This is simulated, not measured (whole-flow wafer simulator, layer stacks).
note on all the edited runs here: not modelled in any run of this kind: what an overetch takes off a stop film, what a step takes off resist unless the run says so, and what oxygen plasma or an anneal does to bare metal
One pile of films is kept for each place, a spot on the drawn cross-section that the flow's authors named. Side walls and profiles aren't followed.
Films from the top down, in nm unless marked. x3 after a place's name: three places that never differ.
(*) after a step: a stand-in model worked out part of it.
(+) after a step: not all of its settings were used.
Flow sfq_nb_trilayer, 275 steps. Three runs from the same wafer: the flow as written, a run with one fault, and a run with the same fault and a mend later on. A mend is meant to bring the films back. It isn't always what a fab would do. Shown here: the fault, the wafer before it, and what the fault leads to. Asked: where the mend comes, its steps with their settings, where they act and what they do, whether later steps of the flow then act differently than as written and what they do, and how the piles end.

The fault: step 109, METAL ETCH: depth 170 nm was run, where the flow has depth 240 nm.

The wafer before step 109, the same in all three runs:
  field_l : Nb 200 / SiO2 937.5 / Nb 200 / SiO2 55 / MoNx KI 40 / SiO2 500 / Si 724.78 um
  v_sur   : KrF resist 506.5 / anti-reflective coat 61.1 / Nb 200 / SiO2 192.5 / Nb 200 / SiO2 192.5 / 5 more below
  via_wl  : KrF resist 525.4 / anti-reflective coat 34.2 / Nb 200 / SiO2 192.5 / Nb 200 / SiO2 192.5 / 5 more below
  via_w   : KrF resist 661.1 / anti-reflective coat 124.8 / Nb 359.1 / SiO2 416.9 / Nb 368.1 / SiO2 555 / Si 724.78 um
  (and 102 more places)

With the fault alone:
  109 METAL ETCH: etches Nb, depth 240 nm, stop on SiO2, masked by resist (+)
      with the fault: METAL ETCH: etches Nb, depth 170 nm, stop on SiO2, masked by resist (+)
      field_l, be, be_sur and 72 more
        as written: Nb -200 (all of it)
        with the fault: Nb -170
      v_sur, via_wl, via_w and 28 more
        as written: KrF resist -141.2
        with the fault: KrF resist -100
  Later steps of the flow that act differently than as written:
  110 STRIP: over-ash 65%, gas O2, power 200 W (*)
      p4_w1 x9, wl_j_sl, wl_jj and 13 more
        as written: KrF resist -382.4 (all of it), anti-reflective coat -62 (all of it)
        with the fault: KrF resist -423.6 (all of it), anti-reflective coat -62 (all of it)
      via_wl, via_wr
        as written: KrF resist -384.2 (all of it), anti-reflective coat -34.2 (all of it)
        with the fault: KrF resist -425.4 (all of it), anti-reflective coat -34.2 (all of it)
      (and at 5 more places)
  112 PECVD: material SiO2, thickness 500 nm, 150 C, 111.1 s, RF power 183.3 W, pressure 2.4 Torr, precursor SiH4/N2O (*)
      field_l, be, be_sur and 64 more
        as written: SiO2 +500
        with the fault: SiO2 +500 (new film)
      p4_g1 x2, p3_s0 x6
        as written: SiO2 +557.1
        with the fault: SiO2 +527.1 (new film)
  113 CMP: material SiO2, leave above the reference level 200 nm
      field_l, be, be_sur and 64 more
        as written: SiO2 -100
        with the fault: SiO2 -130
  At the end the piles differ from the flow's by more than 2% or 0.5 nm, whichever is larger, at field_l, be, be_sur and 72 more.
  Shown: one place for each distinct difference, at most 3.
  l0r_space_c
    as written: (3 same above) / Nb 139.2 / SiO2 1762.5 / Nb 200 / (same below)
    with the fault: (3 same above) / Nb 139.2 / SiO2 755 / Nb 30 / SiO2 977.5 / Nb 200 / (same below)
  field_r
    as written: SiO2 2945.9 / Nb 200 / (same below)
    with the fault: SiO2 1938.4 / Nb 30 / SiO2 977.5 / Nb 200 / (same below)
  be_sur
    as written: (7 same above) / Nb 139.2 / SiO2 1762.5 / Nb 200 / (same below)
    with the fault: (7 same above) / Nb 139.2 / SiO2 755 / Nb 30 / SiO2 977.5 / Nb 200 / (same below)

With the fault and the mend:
  The mend comes after step 109.
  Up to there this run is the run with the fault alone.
  109a METAL ETCH: etches Nb, depth 70 nm, stop on SiO2, masked by resist (+) (the flow's step 109 once more, with other settings)
      field_l, be, be_sur and 72 more
        Nb -30 (all of it)
      v_sur, via_wl, via_w and 28 more
        KrF resist -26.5
  Later steps of the flow that act differently than as written:
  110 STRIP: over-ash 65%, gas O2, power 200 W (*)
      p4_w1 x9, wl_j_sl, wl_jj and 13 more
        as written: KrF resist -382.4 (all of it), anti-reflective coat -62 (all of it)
        with the mend: KrF resist -397.1 (all of it), anti-reflective coat -62 (all of it)
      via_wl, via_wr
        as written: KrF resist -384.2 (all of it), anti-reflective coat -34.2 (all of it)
        with the mend: KrF resist -398.9 (all of it), anti-reflective coat -34.2 (all of it)
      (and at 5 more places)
  At the end the piles are the same as the flow's at every place that both follow.
